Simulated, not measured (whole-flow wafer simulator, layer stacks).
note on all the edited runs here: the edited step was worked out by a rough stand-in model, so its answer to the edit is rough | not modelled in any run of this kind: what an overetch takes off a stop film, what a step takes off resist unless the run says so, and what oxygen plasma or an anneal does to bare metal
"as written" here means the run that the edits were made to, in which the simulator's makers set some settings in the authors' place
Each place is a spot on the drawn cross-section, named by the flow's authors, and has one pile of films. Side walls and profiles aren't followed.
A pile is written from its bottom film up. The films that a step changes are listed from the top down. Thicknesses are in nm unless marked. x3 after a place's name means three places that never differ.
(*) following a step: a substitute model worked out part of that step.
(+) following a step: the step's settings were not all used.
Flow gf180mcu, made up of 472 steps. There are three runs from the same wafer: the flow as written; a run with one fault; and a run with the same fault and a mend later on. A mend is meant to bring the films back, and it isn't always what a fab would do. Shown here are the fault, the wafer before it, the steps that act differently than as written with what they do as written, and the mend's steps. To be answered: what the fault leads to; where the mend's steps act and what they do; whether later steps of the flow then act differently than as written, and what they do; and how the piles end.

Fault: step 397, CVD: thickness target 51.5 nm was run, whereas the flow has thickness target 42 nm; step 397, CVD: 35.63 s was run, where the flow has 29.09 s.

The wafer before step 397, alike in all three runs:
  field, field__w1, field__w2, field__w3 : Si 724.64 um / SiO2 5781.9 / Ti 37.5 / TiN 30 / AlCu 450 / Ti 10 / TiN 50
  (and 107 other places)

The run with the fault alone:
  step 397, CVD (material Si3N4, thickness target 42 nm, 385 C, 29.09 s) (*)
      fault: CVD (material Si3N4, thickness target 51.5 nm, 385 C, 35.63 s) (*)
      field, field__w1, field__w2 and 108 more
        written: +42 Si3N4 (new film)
        fault: +51.4 Si3N4 (new film)
  Steps later in the flow that act otherwise than as written (4 more steps, not shown, differ only slightly: by at most 2% or 0.5 nm, whichever is larger):
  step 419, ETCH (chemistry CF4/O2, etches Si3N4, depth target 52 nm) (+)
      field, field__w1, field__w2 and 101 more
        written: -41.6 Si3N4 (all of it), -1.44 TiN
        fault: -51.1 Si3N4 (all of it), -0.13 TiN
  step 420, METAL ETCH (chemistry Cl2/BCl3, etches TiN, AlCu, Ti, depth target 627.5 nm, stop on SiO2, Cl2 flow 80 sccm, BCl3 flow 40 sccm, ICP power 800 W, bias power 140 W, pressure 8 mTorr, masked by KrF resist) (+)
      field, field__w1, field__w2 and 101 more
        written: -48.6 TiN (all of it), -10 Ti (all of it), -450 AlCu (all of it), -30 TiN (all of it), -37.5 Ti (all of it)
        fault: -49.9 TiN (all of it), -10 Ti (all of it), -450 AlCu (all of it), -30 TiN (all of it), -37.5 Ti (all of it)
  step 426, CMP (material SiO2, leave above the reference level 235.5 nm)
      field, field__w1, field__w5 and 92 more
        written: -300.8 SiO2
        fault: -291.4 SiO2
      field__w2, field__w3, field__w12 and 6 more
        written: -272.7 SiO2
        fault: -262.8 SiO2
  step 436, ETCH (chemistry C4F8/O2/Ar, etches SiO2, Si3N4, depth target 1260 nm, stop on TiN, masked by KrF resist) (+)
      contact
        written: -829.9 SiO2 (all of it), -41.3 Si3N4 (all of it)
        fault: -829.9 SiO2 (all of it), -50.7 Si3N4 (all of it)
  The piles end different from the flow's at field__w4, field__w8, m1, m1__w1, mim, mim_1p0, m1_nw by more than 2% or 0.5 nm, whichever is larger.
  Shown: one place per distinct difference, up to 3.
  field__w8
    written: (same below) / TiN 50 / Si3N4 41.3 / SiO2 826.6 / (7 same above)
    fault: (same below) / TiN 50 / Si3N4 50.7 / SiO2 826.6 / (7 same above)
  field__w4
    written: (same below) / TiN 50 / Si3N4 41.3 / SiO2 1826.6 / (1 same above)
    fault: (same below) / TiN 50 / Si3N4 50.7 / SiO2 1826.6 / (1 same above)
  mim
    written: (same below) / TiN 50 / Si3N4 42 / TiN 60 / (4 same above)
    fault: (same below) / TiN 50 / Si3N4 51.4 / TiN 60 / (4 same above)

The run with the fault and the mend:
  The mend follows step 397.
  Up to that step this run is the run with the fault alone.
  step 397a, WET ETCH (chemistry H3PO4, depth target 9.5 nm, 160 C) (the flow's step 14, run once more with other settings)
      field, field__w1, field__w2 and 108 more
        -9.5 Si3N4
  Later steps of the flow that are run all act as written at every place that is followed, up to a difference of at most 2% or 0.5 nm, whichever is larger.
  At the end the piles are close to the flow's at the places that both follow, differing by at most 2% or 0.5 nm, whichever is larger.
